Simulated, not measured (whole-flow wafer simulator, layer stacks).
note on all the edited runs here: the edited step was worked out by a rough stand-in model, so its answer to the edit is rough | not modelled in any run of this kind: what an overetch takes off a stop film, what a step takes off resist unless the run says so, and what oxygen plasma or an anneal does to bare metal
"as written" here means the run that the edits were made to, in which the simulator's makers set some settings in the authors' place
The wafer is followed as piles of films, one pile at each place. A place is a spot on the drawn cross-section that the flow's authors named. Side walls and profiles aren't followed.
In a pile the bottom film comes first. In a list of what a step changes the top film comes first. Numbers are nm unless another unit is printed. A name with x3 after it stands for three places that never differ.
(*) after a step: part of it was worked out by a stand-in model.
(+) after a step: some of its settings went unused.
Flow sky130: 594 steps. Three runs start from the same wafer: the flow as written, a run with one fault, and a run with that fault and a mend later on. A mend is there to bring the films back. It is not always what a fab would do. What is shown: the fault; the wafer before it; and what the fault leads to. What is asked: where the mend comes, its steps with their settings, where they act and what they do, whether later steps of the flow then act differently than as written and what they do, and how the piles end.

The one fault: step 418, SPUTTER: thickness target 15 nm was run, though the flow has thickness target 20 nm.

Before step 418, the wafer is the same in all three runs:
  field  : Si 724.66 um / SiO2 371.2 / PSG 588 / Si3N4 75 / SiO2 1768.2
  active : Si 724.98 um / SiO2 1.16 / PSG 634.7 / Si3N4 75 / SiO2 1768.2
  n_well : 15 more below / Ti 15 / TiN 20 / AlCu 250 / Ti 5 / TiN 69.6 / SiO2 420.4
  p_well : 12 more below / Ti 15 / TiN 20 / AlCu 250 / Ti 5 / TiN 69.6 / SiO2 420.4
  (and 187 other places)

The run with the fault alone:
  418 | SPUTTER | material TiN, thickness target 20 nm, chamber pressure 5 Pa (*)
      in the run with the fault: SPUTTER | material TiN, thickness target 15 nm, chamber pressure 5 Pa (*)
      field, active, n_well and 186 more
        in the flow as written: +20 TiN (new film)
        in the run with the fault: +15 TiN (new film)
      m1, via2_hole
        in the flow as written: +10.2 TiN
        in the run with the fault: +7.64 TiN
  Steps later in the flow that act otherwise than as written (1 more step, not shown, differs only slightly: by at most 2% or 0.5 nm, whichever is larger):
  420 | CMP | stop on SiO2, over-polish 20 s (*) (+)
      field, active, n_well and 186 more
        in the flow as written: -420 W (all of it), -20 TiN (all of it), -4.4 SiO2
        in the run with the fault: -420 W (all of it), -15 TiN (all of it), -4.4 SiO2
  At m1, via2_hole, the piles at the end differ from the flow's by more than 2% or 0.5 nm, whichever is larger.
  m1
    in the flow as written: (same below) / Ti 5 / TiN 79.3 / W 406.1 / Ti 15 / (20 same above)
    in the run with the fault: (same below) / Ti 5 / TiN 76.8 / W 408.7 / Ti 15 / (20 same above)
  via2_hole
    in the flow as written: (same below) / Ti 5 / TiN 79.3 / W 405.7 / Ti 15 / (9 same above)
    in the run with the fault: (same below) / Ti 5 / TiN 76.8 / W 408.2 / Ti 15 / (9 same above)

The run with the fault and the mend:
  The mend stands after step 418.
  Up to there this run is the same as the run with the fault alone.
  418a | SPUTTER | material TiN, thickness target 5 nm, chamber pressure 5 Pa (*) (a further turn of the flow's step 418, with different settings)
      field, active, n_well and 186 more
        +5 TiN
      m1
        +2.53 TiN
      via2_hole
        +2.51 TiN
  Every later step of the flow that is run acts as written at every place that is followed.
  The piles end the same as the flow's at every place that both follow.
